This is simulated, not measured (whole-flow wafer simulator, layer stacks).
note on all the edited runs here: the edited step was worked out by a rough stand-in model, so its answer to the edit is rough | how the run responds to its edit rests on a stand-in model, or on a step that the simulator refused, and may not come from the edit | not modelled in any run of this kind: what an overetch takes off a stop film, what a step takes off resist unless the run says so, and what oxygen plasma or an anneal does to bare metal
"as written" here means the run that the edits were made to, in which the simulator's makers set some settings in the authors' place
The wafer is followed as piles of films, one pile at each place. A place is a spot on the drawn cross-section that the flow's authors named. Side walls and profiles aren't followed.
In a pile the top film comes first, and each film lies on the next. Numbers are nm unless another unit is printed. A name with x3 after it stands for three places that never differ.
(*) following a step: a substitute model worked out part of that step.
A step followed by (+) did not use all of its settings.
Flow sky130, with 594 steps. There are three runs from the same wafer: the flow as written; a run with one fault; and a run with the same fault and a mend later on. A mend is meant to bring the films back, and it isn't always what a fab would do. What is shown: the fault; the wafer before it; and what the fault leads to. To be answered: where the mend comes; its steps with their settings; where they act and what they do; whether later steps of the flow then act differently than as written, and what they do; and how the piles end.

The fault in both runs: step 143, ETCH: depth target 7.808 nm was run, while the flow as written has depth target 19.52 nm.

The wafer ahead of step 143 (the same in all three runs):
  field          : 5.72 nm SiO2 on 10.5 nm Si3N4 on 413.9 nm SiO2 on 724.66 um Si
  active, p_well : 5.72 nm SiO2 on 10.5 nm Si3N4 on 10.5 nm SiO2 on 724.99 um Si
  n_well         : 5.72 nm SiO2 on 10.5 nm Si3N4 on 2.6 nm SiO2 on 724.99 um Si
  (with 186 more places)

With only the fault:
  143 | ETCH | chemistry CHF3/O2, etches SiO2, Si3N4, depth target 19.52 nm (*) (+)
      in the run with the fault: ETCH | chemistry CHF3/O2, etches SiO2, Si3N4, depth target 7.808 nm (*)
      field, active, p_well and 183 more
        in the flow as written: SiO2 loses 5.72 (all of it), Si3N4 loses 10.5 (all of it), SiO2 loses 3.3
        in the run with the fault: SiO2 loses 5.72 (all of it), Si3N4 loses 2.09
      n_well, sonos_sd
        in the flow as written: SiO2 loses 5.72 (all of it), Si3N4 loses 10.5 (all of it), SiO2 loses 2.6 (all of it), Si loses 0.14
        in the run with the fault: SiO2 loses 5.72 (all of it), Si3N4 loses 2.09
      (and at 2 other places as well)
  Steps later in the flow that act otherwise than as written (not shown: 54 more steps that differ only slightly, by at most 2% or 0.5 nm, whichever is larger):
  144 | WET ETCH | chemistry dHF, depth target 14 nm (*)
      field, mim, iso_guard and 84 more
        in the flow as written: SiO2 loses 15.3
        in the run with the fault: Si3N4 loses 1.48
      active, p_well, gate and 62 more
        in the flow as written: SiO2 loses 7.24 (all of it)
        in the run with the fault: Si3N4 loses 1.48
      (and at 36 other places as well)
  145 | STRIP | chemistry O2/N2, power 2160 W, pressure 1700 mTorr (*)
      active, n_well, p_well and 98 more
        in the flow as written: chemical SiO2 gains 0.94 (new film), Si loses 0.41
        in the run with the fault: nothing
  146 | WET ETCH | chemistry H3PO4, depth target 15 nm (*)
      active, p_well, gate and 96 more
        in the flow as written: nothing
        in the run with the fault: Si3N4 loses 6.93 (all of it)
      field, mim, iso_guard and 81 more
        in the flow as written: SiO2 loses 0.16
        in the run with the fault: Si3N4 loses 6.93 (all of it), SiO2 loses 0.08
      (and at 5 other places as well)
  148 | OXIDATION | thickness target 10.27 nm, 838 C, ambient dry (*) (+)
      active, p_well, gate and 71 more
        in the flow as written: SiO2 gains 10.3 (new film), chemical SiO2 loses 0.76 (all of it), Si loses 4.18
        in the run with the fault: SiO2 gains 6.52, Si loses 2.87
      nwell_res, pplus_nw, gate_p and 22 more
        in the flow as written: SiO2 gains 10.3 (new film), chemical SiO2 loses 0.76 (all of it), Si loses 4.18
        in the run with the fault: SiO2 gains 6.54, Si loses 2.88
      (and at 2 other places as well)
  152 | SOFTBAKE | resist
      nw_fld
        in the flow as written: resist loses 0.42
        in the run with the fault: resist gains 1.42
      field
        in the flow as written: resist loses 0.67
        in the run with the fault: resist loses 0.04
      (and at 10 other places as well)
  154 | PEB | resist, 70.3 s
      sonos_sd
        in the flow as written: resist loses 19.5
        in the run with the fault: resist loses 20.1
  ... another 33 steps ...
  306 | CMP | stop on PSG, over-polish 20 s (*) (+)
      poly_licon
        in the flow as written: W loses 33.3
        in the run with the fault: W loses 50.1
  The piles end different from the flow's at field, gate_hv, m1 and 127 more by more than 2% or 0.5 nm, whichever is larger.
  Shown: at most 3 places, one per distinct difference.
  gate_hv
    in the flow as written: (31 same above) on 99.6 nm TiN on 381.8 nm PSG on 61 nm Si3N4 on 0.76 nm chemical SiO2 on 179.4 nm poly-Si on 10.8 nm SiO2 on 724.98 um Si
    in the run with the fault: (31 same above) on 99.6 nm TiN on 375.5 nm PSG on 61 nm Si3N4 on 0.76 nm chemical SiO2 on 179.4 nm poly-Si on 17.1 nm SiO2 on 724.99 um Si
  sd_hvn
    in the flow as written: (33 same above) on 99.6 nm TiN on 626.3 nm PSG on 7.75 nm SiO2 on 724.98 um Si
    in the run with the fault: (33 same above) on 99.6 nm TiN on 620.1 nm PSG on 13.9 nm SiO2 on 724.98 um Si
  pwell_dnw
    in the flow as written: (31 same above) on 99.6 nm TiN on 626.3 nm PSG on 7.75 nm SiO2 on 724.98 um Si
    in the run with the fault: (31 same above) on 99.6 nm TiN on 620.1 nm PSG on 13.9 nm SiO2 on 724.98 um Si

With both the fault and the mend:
  The mend follows step 143.
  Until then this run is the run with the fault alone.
  143a | ETCH | chemistry CHF3/O2, etches SiO2, Si3N4, depth target 11.71 nm (*) (+) (the flow's step 143 again, with other settings)
      field, active, p_well and 183 more
        Si3N4 loses 8.41 (all of it), SiO2 loses 3.3
      n_well, sonos_sd
        Si3N4 loses 8.41 (all of it), SiO2 loses 2.6 (all of it), Si loses 0.14
      sonos_cell, sonos_cell_x
        resist loses 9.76
  Later steps of the flow that are run all act as written at every place that is followed, up to a difference of at most 2% or 0.5 nm, whichever is larger.
  When the end is reached, the piles differ only a little from the flow's at the places that both follow, at most by 2% or 0.5 nm, whichever is larger.
